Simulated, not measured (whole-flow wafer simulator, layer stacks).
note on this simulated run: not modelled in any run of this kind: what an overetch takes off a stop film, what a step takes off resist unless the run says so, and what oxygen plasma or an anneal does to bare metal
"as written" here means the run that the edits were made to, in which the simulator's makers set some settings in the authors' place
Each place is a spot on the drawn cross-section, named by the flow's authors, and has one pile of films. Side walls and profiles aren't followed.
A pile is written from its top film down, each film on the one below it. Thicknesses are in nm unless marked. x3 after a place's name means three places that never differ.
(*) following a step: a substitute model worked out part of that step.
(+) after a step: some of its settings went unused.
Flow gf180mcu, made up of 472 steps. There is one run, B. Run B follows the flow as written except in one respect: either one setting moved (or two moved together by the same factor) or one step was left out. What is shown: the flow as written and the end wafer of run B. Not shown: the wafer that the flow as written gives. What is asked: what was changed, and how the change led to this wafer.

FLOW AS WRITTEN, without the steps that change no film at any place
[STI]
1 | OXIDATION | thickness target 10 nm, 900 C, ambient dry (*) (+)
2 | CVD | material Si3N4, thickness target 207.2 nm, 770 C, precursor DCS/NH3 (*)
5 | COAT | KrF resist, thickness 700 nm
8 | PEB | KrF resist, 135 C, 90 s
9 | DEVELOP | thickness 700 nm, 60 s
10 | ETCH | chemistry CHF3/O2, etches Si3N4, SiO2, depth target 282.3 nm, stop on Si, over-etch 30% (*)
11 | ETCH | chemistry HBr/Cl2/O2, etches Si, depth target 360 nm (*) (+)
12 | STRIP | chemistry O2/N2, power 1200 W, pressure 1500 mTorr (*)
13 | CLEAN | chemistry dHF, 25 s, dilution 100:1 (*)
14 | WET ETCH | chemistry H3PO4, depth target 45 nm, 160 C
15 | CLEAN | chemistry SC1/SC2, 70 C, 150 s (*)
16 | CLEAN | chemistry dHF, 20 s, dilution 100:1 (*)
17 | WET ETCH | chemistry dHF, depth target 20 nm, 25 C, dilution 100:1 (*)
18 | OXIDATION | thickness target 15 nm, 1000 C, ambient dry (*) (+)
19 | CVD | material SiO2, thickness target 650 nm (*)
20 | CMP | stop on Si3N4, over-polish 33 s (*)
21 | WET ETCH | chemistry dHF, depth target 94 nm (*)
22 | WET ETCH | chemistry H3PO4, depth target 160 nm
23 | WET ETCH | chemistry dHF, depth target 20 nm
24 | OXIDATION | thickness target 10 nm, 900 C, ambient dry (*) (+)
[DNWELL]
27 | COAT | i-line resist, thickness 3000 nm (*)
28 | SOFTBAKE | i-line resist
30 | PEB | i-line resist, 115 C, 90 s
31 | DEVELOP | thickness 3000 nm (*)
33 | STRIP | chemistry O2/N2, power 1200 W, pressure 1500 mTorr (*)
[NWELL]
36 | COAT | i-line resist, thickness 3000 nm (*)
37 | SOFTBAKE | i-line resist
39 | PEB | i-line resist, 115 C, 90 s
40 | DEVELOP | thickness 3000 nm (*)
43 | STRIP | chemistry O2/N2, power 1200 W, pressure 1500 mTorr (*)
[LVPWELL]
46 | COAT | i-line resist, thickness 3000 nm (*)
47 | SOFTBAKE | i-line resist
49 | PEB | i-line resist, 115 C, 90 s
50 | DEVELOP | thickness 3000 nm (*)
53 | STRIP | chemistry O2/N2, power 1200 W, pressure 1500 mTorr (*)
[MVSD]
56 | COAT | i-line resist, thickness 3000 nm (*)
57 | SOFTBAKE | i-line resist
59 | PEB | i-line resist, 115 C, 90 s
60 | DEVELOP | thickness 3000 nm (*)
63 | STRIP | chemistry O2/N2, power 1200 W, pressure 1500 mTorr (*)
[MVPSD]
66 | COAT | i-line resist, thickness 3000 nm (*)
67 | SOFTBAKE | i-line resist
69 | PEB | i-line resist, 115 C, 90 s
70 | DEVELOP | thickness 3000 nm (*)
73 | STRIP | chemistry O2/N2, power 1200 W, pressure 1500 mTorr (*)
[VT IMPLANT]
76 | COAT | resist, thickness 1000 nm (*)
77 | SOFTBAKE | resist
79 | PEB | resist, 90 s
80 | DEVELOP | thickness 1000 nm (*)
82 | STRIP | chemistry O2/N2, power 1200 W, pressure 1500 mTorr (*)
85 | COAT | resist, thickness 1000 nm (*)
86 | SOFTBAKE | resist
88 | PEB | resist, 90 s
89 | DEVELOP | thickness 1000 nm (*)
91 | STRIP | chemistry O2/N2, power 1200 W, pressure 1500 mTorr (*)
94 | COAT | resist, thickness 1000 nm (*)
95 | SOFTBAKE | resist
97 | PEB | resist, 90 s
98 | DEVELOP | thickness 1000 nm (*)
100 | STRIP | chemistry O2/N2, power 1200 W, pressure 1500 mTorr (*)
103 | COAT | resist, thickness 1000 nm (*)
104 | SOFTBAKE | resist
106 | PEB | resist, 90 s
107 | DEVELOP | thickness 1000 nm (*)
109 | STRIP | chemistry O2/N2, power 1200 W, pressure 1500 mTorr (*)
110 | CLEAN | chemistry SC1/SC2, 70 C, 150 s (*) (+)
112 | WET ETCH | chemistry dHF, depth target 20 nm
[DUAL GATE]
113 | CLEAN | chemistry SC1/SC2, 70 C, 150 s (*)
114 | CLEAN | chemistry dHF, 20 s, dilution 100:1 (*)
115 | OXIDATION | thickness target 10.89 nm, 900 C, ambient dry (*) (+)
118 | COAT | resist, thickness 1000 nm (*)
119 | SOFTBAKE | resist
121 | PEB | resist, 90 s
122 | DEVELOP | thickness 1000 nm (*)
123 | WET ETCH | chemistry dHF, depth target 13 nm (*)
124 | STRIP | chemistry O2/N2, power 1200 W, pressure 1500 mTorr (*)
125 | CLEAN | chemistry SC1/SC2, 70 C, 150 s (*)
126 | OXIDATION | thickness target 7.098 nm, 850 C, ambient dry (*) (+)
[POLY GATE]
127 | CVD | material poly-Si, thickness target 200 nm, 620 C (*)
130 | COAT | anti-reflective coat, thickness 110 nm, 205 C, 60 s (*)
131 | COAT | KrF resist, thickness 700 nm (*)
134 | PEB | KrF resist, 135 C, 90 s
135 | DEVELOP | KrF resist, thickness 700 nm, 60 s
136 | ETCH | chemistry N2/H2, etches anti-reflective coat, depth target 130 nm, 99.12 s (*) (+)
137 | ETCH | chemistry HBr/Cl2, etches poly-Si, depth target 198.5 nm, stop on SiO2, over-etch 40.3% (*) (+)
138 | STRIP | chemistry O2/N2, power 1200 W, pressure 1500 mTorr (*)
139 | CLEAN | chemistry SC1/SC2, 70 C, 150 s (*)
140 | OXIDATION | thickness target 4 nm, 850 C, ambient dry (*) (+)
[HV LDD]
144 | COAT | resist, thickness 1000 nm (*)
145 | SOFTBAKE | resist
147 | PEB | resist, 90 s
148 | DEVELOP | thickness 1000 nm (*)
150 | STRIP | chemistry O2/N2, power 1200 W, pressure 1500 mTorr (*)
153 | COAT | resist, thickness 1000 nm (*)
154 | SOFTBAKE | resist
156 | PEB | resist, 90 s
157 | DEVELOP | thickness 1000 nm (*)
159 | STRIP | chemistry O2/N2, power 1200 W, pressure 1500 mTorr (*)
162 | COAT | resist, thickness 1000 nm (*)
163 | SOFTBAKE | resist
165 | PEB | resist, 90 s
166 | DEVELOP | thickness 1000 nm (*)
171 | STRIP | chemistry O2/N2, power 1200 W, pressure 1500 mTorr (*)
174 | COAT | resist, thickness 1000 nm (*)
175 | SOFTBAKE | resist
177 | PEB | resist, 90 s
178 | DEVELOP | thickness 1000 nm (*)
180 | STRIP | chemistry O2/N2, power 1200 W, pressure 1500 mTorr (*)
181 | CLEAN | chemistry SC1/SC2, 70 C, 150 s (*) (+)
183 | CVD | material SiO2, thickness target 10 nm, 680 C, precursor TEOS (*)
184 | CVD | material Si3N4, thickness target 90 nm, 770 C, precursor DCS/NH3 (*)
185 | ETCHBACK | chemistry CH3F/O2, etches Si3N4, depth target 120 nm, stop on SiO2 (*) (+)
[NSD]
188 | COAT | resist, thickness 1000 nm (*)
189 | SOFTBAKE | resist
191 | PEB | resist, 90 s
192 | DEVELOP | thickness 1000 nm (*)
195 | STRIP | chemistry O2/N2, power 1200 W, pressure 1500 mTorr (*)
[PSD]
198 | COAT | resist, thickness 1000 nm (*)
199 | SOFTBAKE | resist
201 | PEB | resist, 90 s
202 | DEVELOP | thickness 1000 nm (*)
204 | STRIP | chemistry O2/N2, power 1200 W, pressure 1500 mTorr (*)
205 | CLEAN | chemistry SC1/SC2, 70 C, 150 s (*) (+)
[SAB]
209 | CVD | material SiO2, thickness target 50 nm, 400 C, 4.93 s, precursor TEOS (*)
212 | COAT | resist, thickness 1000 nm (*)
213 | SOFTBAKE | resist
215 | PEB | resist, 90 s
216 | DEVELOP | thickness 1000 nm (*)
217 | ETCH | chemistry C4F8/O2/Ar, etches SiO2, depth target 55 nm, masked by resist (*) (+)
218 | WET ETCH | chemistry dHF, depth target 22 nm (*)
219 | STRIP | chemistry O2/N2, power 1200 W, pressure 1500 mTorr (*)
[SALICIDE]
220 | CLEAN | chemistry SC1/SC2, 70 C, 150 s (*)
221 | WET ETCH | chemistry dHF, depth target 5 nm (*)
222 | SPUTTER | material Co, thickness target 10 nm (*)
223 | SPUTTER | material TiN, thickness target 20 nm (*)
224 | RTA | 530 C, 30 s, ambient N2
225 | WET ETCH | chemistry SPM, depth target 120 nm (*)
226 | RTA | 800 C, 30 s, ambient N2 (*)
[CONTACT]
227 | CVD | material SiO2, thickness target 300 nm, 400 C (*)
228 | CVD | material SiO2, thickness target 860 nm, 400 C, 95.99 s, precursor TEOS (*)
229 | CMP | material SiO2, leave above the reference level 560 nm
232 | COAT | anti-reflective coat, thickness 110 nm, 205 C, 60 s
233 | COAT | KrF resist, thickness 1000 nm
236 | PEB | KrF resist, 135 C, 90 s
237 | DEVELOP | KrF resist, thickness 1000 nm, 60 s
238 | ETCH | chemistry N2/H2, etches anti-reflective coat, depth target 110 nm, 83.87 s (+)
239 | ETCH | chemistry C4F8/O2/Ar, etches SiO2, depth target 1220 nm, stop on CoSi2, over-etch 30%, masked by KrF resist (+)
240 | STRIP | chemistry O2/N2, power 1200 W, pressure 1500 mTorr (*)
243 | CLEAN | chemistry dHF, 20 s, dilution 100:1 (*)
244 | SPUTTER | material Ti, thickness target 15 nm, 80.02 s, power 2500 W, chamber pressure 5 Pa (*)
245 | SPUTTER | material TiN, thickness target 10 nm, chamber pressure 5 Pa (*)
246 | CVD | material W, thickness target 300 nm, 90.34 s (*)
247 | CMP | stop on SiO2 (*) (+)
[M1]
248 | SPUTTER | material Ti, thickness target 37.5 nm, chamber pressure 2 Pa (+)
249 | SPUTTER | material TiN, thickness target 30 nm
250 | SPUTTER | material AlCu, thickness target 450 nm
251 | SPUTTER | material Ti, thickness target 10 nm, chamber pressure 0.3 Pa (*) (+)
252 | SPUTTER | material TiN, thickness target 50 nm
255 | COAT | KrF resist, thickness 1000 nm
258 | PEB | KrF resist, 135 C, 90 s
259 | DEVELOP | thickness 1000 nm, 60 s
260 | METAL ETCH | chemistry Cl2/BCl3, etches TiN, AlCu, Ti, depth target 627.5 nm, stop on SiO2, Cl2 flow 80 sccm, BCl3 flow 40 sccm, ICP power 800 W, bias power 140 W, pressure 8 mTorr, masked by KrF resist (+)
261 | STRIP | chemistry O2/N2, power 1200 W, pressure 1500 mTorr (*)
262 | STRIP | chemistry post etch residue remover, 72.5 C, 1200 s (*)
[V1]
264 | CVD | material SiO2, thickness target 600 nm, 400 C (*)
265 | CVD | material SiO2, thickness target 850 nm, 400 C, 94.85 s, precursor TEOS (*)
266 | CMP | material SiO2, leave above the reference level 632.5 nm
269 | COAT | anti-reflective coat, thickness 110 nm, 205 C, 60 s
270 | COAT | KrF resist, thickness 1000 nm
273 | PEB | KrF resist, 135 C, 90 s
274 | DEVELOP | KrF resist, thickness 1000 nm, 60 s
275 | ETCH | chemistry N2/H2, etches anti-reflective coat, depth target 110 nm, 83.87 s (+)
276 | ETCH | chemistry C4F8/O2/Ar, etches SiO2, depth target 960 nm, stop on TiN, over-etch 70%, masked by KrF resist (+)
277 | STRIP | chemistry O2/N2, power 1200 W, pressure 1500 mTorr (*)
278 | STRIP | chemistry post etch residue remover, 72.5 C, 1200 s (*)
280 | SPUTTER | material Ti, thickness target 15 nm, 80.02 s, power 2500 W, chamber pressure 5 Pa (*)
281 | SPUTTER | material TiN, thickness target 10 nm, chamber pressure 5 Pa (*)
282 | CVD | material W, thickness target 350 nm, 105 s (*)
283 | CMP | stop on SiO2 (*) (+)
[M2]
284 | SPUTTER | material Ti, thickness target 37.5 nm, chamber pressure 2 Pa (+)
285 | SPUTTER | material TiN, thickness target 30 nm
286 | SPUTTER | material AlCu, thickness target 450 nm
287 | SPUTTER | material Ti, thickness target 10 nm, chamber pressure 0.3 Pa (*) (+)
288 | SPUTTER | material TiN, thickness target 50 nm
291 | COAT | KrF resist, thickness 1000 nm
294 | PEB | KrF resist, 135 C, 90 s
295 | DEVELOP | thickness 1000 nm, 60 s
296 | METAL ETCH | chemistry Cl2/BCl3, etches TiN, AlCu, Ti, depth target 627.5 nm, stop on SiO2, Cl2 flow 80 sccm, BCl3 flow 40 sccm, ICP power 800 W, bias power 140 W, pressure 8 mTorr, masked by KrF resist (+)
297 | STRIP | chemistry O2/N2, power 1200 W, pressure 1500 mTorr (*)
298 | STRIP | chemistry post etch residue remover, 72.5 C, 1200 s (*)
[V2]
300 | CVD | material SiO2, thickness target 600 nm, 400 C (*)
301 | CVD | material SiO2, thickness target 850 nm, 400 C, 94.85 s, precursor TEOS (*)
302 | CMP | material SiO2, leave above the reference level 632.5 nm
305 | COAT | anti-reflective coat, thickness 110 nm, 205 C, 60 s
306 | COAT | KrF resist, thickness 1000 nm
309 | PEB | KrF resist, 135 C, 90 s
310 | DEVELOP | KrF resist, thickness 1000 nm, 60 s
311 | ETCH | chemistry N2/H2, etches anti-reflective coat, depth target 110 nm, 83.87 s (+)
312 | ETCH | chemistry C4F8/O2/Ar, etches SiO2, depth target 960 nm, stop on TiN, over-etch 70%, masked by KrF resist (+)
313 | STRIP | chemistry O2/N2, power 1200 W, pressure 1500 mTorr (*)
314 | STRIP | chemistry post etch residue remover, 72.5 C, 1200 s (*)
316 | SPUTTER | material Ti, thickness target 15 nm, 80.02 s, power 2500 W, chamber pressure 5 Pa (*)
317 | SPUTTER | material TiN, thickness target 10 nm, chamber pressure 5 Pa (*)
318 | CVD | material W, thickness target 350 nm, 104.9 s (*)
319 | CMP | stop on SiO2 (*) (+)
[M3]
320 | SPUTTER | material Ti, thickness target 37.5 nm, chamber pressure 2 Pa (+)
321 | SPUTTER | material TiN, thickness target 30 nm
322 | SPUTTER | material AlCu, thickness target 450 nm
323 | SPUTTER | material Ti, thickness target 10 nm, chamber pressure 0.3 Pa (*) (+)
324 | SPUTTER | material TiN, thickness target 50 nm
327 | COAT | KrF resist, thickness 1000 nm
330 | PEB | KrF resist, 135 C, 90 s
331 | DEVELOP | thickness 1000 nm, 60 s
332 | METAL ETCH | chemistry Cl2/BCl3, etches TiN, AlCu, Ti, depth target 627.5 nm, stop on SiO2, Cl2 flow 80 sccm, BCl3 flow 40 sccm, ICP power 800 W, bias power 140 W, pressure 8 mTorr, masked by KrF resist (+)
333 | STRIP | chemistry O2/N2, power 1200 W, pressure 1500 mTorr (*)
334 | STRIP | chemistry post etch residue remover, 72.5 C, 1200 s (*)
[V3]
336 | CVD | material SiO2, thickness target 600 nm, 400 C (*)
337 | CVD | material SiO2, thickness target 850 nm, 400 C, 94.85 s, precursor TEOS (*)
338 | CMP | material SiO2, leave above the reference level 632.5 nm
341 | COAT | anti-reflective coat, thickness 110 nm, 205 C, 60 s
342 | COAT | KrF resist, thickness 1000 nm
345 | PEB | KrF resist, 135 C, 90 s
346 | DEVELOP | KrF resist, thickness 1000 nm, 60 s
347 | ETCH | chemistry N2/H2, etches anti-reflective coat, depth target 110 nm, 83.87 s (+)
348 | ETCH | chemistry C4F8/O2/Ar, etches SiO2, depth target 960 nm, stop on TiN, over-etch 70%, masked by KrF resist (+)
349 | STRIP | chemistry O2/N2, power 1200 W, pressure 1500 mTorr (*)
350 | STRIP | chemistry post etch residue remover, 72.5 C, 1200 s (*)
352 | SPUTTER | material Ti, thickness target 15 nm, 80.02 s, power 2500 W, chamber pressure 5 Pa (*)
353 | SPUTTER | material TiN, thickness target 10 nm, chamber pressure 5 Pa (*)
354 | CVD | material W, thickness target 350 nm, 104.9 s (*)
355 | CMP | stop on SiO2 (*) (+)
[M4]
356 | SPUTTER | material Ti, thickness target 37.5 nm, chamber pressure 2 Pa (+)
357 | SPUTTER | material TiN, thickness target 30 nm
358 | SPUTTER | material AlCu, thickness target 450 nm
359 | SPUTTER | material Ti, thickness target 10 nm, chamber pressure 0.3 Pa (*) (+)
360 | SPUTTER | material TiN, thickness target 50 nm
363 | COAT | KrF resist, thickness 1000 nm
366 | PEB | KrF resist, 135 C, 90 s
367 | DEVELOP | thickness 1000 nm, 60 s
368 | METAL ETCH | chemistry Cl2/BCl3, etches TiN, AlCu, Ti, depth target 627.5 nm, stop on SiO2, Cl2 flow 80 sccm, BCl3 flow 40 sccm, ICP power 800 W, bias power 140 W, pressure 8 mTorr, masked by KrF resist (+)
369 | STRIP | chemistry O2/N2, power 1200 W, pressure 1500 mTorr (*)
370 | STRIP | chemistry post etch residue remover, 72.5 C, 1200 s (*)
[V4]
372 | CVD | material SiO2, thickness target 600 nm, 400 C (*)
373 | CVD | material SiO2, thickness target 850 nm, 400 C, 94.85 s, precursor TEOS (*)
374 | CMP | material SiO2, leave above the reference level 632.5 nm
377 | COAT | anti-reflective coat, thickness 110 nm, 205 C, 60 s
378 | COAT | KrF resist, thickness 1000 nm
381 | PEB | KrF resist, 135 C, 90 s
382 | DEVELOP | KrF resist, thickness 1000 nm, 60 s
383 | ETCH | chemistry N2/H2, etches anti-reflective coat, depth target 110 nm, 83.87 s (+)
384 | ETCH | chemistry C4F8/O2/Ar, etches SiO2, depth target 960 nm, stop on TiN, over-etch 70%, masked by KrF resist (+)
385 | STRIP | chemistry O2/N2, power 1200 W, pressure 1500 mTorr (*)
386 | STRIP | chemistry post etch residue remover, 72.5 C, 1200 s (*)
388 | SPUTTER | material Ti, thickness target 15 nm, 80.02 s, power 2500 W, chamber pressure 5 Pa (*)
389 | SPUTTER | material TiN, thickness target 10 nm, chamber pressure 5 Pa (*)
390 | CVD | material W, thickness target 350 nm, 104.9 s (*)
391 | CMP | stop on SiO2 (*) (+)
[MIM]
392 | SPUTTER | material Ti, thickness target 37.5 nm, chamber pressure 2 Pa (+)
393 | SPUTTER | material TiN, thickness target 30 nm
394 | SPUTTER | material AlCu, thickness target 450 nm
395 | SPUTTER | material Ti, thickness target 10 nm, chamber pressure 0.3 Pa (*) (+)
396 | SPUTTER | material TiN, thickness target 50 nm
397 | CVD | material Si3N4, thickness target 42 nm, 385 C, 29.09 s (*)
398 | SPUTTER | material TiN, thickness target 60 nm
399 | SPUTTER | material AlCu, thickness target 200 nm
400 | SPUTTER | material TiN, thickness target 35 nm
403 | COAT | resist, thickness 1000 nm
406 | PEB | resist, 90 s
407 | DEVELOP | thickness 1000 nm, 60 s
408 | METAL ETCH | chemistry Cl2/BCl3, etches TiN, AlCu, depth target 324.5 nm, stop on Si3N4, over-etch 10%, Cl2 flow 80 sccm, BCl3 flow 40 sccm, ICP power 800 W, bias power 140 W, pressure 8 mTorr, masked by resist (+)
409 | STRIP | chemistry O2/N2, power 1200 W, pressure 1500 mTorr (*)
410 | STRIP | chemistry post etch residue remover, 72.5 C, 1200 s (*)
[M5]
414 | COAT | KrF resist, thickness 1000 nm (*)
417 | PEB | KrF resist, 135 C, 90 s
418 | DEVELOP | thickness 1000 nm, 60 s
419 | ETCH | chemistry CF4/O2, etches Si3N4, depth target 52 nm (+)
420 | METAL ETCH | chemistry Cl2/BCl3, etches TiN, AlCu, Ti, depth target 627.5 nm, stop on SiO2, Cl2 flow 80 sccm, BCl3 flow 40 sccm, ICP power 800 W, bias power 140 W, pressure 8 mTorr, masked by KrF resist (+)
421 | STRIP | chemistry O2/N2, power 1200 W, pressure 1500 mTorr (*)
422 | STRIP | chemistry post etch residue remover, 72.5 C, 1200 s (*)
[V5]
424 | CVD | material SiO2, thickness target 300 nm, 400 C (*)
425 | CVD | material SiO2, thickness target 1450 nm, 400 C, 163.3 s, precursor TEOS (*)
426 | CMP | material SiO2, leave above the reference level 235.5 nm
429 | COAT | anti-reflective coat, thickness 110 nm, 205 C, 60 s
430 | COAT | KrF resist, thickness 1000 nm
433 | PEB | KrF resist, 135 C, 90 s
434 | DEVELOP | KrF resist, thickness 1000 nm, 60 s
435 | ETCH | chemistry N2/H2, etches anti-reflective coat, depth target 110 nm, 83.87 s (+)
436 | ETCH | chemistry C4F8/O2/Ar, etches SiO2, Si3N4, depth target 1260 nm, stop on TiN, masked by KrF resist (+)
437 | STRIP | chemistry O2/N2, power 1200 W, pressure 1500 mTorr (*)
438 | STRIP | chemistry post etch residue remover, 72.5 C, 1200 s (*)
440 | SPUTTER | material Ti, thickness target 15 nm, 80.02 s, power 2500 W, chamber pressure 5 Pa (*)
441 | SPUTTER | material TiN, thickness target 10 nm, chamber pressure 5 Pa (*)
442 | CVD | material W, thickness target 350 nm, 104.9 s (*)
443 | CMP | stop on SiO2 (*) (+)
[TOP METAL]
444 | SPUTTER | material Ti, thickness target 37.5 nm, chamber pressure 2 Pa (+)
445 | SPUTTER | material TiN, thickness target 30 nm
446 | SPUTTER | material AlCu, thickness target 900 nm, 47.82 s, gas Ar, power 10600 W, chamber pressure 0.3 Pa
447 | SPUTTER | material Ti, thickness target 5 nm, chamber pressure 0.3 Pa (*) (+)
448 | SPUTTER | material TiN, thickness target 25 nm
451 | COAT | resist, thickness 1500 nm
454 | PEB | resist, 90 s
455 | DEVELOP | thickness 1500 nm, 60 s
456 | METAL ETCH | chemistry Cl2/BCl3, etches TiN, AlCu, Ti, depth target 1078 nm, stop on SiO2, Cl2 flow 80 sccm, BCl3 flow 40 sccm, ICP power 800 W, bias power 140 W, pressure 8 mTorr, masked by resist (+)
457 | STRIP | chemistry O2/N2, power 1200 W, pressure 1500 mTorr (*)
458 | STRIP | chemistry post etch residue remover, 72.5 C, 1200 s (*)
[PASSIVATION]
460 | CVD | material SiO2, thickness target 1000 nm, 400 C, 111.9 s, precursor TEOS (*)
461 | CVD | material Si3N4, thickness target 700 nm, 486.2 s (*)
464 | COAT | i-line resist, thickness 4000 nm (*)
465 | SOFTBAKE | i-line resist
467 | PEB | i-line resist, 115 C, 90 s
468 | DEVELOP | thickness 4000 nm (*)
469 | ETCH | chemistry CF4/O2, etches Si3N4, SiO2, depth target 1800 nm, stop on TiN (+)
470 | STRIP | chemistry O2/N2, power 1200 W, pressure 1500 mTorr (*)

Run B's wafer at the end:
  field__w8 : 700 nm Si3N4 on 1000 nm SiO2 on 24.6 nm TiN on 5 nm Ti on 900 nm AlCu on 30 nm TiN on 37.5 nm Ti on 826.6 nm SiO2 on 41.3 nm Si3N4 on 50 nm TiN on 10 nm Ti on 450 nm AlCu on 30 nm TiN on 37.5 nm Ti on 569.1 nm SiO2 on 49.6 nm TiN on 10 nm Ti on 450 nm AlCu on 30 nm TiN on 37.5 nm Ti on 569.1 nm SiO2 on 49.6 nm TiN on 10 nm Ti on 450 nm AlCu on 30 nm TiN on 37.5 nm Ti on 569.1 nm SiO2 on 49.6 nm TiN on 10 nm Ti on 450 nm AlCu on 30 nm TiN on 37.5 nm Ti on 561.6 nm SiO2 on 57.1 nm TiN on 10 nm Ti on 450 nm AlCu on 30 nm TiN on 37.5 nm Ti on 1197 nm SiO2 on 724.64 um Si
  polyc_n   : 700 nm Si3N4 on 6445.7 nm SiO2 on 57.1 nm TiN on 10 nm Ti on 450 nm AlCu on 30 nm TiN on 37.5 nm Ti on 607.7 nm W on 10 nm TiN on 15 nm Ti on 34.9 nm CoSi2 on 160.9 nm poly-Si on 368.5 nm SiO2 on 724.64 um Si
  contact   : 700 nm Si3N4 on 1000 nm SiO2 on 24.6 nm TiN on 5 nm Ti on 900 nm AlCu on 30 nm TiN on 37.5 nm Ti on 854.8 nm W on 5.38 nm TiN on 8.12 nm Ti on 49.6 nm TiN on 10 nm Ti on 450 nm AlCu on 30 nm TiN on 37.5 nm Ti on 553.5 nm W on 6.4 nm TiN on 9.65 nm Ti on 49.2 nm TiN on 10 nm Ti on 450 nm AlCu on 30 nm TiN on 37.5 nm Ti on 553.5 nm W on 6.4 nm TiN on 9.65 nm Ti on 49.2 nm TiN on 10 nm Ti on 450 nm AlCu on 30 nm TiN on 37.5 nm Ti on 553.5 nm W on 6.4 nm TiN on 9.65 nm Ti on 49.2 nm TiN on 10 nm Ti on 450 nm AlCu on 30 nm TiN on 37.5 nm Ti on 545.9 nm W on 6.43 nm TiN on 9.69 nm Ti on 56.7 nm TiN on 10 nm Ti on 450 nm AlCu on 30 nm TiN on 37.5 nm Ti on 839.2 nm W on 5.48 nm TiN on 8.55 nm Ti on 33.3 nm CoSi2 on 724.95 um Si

The reason: step 252, SPUTTER: thickness target 57.5 nm was run, whereas the flow has thickness target 50 nm.

The path from the change to this, step by step:
  252 | SPUTTER | material TiN, thickness target 50 nm
      field, field__w1, field__w2 and 108 more: TiN gains 57.5 (new film) (it would be, as written: TiN gains 50 (new film))
  260 | METAL ETCH | chemistry Cl2/BCl3, etches TiN, AlCu, Ti, depth target 627.5 nm, stop on SiO2, Cl2 flow 80 sccm, BCl3 flow 40 sccm, ICP power 800 W, bias power 140 W, pressure 8 mTorr, masked by KrF resist (+)
      field, field__w1, field__w2 and 99 more: TiN loses 57.5 (all of it), Ti loses 10 (all of it), AlCu loses 450 (all of it), TiN loses 30 (all of it), Ti loses 37.5 (all of it) (it would be, as written: TiN loses 50 (all of it), Ti loses 10 (all of it), AlCu loses 450 (all of it), TiN loses 30 (all of it), Ti loses 37.5 (all of it))
